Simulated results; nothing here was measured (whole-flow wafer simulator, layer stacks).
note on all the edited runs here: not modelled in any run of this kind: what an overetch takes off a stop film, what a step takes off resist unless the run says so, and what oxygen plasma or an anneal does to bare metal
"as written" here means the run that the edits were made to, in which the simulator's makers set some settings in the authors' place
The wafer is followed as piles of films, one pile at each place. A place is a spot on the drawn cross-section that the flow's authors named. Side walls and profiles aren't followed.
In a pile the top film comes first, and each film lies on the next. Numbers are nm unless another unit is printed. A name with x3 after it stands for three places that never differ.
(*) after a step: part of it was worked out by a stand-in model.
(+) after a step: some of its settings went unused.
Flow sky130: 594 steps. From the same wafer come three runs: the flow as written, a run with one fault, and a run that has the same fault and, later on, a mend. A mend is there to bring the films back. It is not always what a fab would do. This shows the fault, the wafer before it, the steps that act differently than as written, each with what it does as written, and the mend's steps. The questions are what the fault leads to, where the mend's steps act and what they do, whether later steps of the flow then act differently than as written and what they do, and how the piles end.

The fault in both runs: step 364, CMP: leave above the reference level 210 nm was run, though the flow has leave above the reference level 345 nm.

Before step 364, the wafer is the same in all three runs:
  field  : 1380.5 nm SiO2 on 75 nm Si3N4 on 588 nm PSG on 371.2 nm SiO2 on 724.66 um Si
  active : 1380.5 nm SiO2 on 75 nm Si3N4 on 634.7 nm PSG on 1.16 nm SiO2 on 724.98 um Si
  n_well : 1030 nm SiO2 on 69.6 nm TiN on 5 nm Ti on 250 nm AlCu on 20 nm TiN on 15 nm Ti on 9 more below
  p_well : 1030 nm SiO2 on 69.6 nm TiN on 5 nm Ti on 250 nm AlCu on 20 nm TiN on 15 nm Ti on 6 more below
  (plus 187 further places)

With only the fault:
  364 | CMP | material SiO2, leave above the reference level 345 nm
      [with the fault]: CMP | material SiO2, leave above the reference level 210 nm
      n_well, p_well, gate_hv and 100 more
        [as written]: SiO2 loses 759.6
        [with the fault]: SiO2 loses 894.6
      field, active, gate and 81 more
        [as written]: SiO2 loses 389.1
        [with the fault]: SiO2 loses 524.1
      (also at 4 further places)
  Steps further on in the flow that do not act as written (10 other steps are not shown; they differ only slightly, by no more than 2% or 0.5 nm, whichever is larger):
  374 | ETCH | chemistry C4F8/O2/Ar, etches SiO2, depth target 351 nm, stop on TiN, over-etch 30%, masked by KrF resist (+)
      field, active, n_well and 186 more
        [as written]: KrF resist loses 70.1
        [with the fault]: KrF resist loses 35
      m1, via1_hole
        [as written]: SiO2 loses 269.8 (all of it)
        [with the fault]: SiO2 loses 134.8 (all of it)
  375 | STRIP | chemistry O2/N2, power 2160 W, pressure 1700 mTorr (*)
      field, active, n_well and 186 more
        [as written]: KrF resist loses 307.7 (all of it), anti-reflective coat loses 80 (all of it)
        [with the fault]: KrF resist loses 342.8 (all of it), anti-reflective coat loses 80 (all of it)
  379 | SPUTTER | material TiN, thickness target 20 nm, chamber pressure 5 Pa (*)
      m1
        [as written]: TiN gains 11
        [with the fault]: TiN gains 13.9
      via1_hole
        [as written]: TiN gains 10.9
        [with the fault]: TiN gains 13.9
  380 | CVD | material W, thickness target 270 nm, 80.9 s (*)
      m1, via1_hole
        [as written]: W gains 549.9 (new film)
        [with the fault]: W gains 411.9 (new film)
  The piles end different from the flow's at field, active, n_well and 190 more by more than 2% or 0.5 nm, whichever is larger.
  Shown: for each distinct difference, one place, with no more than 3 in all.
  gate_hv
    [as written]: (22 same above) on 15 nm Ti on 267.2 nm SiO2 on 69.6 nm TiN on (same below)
    [with the fault]: (22 same above) on 15 nm Ti on 132.2 nm SiO2 on 69.6 nm TiN on (same below)
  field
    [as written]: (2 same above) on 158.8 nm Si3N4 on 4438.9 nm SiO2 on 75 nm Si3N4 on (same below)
    [with the fault]: (2 same above) on 158.8 nm Si3N4 on 4303.9 nm SiO2 on 75 nm Si3N4 on (same below)
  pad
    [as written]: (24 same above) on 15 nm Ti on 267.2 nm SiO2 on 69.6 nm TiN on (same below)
    [with the fault]: (24 same above) on 15 nm Ti on 132.2 nm SiO2 on 69.6 nm TiN on (same below)

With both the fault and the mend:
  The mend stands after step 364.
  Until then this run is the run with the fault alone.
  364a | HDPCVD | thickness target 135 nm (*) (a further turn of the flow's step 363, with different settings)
      field, active, n_well and 188 more
        SiO2 gains 135
  None of the later steps of the flow differs from how it acts as written, at any place that is followed, by more than 2% or 0.5 nm, whichever is larger.
  The piles end the same as the flow's at every place that both follow.
